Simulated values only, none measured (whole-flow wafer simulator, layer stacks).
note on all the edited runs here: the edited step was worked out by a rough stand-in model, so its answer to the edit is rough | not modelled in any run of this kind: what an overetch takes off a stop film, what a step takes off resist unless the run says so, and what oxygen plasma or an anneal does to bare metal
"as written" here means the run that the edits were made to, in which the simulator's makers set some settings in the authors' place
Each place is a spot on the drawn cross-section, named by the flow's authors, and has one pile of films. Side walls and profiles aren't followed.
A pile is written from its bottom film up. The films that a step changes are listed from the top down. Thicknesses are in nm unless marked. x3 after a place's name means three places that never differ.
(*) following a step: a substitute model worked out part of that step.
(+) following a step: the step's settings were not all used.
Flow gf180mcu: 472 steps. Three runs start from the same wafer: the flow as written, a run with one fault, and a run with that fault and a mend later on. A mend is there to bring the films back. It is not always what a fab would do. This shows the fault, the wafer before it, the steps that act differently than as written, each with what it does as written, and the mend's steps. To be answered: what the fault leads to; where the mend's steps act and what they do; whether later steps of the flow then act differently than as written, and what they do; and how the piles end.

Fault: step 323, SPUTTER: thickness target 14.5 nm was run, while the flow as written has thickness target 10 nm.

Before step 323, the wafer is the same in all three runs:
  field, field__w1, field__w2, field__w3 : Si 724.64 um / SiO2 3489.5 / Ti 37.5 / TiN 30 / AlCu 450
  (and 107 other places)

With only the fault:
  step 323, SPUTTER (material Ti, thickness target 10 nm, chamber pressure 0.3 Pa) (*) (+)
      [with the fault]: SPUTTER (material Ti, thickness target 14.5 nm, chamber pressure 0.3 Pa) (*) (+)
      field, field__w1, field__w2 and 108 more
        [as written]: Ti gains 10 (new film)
        [with the fault]: Ti gains 14.5 (new film)
  Steps further on in the flow that do not act as written (5 other steps are not shown; they differ only slightly, by no more than 2% or 0.5 nm, whichever is larger):
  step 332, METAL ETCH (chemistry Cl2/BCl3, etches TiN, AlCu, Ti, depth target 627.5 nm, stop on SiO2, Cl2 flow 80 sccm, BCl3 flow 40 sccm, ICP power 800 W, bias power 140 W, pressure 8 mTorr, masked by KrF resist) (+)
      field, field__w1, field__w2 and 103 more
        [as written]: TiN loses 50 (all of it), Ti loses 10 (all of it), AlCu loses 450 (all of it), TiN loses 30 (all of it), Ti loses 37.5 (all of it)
        [with the fault]: TiN loses 50 (all of it), Ti loses 14.5 (all of it), AlCu loses 450 (all of it), TiN loses 30 (all of it), Ti loses 37.5 (all of it)
  At field__w8, contact, m1, m1__w1, m1_nw, the piles at the end differ from the flow's by more than 2% or 0.5 nm, whichever is larger.
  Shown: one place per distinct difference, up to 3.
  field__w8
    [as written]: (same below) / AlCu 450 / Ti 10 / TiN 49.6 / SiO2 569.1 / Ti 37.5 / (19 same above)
    [with the fault]: (same below) / AlCu 450 / Ti 14.5 / TiN 49.6 / SiO2 564.6 / Ti 37.5 / (19 same above)
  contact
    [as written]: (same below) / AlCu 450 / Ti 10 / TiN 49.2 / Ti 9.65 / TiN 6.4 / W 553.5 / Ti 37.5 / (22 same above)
    [with the fault]: (same below) / AlCu 450 / Ti 14.5 / TiN 49.2 / Ti 9.68 / TiN 6.42 / W 549 / Ti 37.5 / (22 same above)

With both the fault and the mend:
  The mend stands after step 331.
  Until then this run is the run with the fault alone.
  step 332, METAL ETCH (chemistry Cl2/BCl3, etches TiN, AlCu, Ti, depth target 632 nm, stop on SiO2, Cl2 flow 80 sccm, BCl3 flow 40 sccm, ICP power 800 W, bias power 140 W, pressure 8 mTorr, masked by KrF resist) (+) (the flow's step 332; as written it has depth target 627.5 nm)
      field, field__w1, field__w2 and 103 more
        TiN loses 50 (all of it), Ti loses 14.5 (all of it), AlCu loses 450 (all of it), TiN loses 30 (all of it), Ti loses 37.5 (all of it)
      field__w8, contact, m1, m1__w1, m1_nw
        KrF resist loses 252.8
  None of the later steps of the flow differs from how it acts as written, at any place that is followed, by more than 2% or 0.5 nm, whichever is larger.
  At field__w8, contact, m1, m1__w1, m1_nw, the piles at the end differ from the flow's by more than 2% or 0.5 nm, whichever is larger.
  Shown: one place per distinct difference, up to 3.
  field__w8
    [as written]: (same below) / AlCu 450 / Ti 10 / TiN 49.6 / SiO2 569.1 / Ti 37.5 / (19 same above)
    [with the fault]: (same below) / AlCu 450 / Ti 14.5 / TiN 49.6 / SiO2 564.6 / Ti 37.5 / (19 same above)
    [with the mend]: (same below) / AlCu 450 / Ti 14.5 / TiN 49.6 / SiO2 564.6 / Ti 37.5 / (19 same above)
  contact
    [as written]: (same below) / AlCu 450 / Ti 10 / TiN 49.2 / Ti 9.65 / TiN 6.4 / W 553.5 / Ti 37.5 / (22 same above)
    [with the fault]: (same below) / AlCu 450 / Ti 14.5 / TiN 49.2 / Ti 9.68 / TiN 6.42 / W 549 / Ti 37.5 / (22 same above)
    [with the mend]: (same below) / AlCu 450 / Ti 14.5 / TiN 49.2 / Ti 9.68 / TiN 6.42 / W 549 / Ti 37.5 / (22 same above)
